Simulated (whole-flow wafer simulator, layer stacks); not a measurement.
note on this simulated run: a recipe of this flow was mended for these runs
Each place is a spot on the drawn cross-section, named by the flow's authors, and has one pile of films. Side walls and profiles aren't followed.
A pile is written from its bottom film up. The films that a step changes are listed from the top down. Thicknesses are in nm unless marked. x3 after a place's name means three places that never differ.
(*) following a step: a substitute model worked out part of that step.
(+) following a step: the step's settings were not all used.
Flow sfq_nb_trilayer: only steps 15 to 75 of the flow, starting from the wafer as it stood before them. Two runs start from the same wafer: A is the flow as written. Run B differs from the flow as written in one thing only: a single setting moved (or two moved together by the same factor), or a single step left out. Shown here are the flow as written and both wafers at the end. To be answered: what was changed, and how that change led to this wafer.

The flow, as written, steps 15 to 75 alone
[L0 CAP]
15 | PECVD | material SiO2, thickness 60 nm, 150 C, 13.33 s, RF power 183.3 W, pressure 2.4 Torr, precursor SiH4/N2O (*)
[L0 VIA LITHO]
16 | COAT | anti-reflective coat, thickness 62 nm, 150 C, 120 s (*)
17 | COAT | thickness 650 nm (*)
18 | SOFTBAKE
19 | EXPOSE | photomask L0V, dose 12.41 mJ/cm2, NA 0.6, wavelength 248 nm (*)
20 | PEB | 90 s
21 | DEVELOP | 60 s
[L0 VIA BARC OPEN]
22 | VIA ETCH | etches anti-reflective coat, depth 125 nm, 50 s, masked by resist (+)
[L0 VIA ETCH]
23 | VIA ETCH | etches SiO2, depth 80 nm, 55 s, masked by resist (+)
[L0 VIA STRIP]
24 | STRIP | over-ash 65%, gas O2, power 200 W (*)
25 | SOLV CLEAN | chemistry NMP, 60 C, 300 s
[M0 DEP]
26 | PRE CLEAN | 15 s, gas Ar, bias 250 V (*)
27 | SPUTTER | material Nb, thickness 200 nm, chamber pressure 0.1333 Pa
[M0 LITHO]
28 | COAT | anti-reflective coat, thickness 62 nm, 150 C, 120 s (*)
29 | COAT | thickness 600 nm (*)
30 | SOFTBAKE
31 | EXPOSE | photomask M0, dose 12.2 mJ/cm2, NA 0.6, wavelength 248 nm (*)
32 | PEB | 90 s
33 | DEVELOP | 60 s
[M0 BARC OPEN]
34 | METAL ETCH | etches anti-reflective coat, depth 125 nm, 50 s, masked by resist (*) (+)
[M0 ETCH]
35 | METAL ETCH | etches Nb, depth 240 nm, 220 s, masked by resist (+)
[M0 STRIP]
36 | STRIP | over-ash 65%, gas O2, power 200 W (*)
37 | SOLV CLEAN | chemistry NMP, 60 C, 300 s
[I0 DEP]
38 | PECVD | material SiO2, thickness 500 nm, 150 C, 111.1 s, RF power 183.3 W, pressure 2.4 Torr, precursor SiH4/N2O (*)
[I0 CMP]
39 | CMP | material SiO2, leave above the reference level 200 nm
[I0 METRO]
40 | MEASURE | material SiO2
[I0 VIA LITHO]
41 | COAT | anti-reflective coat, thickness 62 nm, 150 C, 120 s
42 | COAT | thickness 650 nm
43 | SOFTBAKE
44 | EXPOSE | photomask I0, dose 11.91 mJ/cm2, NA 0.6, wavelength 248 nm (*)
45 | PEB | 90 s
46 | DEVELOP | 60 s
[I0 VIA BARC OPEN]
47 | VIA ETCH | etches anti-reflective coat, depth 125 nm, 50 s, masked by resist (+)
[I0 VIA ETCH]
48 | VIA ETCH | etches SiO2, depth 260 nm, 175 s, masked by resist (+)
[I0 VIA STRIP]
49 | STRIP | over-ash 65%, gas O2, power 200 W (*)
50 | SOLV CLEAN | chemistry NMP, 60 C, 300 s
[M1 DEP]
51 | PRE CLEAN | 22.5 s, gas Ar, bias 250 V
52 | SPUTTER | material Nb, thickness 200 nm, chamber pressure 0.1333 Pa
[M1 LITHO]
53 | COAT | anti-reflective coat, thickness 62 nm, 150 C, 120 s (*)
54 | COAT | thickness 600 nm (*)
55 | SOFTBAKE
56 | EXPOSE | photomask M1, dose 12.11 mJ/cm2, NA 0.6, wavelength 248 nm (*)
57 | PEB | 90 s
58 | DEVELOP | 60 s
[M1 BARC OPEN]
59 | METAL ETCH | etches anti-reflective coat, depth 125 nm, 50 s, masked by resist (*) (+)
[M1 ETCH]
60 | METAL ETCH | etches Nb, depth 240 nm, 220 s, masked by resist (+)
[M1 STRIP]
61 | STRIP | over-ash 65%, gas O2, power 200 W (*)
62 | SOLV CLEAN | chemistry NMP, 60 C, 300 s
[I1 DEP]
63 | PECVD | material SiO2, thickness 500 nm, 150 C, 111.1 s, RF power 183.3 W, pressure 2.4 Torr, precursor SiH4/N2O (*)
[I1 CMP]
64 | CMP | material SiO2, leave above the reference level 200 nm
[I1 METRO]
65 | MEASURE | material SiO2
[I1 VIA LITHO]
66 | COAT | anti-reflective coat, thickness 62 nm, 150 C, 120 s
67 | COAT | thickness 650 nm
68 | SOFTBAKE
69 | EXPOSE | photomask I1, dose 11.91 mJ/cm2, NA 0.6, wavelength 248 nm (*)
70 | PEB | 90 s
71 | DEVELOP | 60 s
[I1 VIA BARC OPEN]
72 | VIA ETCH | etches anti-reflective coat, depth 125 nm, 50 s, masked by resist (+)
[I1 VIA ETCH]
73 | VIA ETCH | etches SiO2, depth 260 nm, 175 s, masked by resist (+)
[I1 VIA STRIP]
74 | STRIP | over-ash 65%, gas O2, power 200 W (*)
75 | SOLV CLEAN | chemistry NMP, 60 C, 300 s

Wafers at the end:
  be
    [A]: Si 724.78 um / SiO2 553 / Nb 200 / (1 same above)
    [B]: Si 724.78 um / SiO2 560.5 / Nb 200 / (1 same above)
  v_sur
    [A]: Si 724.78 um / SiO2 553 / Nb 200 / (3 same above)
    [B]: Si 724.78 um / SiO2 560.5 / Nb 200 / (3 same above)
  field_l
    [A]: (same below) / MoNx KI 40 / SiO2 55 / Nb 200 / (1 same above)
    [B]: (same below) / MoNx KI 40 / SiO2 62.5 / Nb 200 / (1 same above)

What caused this: step 15, PECVD: RF power 238.3 W was run, while the flow as written has RF power 183.3 W.

Step by step, how the change led to this:
  15 | PECVD | material SiO2, thickness 60 nm, 150 C, 13.33 s, RF power 183.3 W, pressure 2.4 Torr, precursor SiH4/N2O (*)
      v_sur, via_wl, via_w and 97 more: A +60 SiO2 | B +67.5 SiO2
      field_l, l0_sur, l0v, l0r_line_l, l0r_line_c, l0r_line_r: A +60 SiO2 (new film) | B +67.5 SiO2 (new film)
  23 | VIA ETCH | etches SiO2, depth 80 nm, 55 s, masked by resist (+)
      l0v: A -59.7 SiO2 (all of it), -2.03 MoNx KI | B -67.1 SiO2 (all of it), -1.29 MoNx KI
  28 | COAT | anti-reflective coat, thickness 62 nm, 150 C, 120 s (*)
      l0_sur: A +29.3 anti-reflective coat (new film) | B +26.9 anti-reflective coat (new film)
      l0v: A +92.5 anti-reflective coat (new film) | B +95 anti-reflective coat (new film)
  36 | STRIP | over-ash 65%, gas O2, power 200 W (*)
      l0_sur: A -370 KrF-resist-other-grade (all of it), -29.3 anti-reflective coat (all of it) | B -371.1 KrF-resist-other-grade (all of it), -26.9 anti-reflective coat (all of it)
      l0v: A -374.1 KrF-resist-other-grade (all of it), -92.5 anti-reflective coat (all of it) | B -378 KrF-resist-other-grade (all of it), -95 anti-reflective coat (all of it)
  39 | CMP | material SiO2, leave above the reference level 200 nm
      l0v: A -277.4 SiO2 | B -269.5 SiO2
